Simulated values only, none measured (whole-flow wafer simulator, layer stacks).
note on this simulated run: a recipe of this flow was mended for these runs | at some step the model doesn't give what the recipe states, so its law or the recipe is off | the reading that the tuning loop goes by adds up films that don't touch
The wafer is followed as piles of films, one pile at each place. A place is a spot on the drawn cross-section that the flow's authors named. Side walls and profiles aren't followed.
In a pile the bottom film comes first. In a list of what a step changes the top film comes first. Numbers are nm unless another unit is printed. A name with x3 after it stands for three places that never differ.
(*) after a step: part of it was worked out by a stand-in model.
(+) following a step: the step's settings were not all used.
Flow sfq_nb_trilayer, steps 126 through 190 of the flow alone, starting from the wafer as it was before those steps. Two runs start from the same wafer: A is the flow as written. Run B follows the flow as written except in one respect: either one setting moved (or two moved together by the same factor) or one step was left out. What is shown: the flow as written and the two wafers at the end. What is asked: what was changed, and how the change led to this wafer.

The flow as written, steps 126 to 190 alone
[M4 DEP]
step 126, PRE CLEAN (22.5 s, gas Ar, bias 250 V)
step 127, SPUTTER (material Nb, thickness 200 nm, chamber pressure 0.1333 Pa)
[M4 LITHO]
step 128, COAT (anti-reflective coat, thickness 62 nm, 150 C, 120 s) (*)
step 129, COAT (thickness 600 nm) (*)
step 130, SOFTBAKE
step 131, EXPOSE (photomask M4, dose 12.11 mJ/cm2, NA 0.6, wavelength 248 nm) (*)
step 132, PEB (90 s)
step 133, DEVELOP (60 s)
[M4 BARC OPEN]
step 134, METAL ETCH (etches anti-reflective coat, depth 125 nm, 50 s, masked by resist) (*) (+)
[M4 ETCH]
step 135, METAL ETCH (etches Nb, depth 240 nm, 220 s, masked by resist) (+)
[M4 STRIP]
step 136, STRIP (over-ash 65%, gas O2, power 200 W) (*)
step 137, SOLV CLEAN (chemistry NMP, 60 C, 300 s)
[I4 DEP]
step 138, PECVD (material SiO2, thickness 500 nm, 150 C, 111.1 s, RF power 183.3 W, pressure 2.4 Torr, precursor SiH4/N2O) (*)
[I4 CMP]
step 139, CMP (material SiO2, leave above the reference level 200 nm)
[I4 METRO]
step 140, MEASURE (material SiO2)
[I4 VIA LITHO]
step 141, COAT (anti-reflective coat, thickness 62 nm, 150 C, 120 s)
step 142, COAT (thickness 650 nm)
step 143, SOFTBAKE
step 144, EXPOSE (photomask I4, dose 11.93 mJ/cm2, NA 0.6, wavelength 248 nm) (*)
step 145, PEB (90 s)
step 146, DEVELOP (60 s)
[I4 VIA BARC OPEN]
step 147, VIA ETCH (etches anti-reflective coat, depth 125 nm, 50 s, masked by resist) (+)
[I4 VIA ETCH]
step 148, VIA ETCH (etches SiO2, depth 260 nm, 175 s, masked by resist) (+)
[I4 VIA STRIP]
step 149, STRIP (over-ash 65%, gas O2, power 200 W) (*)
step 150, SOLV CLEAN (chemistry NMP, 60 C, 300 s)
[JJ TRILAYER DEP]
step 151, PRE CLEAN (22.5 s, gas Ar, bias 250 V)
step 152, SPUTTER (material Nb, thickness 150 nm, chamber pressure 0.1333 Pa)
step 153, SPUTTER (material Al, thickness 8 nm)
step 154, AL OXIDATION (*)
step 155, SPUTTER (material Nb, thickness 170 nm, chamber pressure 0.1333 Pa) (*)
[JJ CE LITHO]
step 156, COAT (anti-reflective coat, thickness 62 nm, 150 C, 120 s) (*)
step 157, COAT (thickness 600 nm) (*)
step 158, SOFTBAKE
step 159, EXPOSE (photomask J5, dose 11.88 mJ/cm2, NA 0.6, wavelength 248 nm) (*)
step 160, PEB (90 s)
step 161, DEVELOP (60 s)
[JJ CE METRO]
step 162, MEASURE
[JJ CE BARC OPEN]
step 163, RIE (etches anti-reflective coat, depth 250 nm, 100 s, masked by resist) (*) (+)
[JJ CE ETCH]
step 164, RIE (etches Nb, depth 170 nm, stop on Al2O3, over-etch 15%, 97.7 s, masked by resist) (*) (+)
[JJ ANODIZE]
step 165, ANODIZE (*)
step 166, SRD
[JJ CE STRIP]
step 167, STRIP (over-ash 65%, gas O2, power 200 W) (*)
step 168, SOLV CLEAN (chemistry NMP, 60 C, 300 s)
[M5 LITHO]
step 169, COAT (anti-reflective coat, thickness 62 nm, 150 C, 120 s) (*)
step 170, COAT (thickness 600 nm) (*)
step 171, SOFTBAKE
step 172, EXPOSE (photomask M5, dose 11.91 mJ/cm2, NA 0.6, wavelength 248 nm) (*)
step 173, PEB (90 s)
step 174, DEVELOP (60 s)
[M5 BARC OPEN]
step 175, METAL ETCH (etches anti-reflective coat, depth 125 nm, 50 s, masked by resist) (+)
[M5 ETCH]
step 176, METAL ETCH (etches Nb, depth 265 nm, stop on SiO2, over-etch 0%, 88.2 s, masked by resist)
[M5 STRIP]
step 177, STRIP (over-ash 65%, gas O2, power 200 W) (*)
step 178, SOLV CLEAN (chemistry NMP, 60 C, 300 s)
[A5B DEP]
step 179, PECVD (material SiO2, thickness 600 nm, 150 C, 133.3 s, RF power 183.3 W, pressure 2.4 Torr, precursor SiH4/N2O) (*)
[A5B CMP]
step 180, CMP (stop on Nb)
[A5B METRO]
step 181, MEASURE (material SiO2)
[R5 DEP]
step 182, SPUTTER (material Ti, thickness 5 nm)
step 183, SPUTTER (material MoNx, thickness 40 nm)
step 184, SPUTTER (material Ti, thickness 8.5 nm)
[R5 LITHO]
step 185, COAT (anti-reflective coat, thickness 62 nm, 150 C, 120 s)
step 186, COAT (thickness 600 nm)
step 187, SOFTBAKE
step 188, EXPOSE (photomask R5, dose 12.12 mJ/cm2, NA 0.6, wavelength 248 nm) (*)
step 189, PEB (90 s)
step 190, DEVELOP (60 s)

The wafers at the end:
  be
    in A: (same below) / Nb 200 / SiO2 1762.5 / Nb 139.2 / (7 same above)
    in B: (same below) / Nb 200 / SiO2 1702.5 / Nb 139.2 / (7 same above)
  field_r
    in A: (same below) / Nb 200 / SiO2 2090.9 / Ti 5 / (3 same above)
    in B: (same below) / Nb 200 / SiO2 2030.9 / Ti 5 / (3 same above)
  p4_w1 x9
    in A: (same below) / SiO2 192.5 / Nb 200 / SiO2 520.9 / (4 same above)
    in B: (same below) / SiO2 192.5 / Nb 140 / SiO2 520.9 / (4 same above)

The reason: step 127, SPUTTER: thickness 140 nm was run, though the flow has thickness 200 nm.
One can read it off the wafer: p4_w1 x9 has Nb 140, and step 127 as written asks for 200 nm.

The path from the change to this, step by step:
  step 127, SPUTTER (material Nb, thickness 200 nm, chamber pressure 0.1333 Pa)
      field_l, v_sur, via_wl and 102 more: A +200 Nb (new film) | B +140 Nb (new film)
      via_v: A +164.5 Nb | B +114.9 Nb
  step 128, COAT (anti-reflective coat, thickness 62 nm, 150 C, 120 s) (*)
      via_v: A +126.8 anti-reflective coat (new film) | B +123.6 anti-reflective coat (new film)
  step 135, METAL ETCH (etches Nb, depth 240 nm, 220 s, masked by resist) (+)
      field_l, be, be_sur and 64 more: A -200 Nb (all of it), -4 SiO2 | B -140 Nb (all of it), -10 SiO2
  step 136, STRIP (over-ash 65%, gas O2, power 200 W) (*)
      via_v: A -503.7 KrF-resist-other-grade (all of it), -126.8 anti-reflective coat (all of it) | B -497.5 KrF-resist-other-grade (all of it), -123.6 anti-reflective coat (all of it)
  step 138, PECVD (material SiO2, thickness 500 nm, 150 C, 111.1 s, RF power 183.3 W, pressure 2.4 Torr, precursor SiH4/N2O) (*)
      p3_s0 x6: A +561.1 SiO2 | B +507.1 SiO2
      via_v: A +621.2 SiO2 (new film) | B +604.7 SiO2 (new film)
  step 139, CMP (material SiO2, leave above the reference level 200 nm)
      field_l, be, be_sur and 55 more: A -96 SiO2 | B -150 SiO2
      lsp_r, l0_sur, l0v: A -87.7 SiO2 | B -143.9 SiO2
      (also at 1 further place)
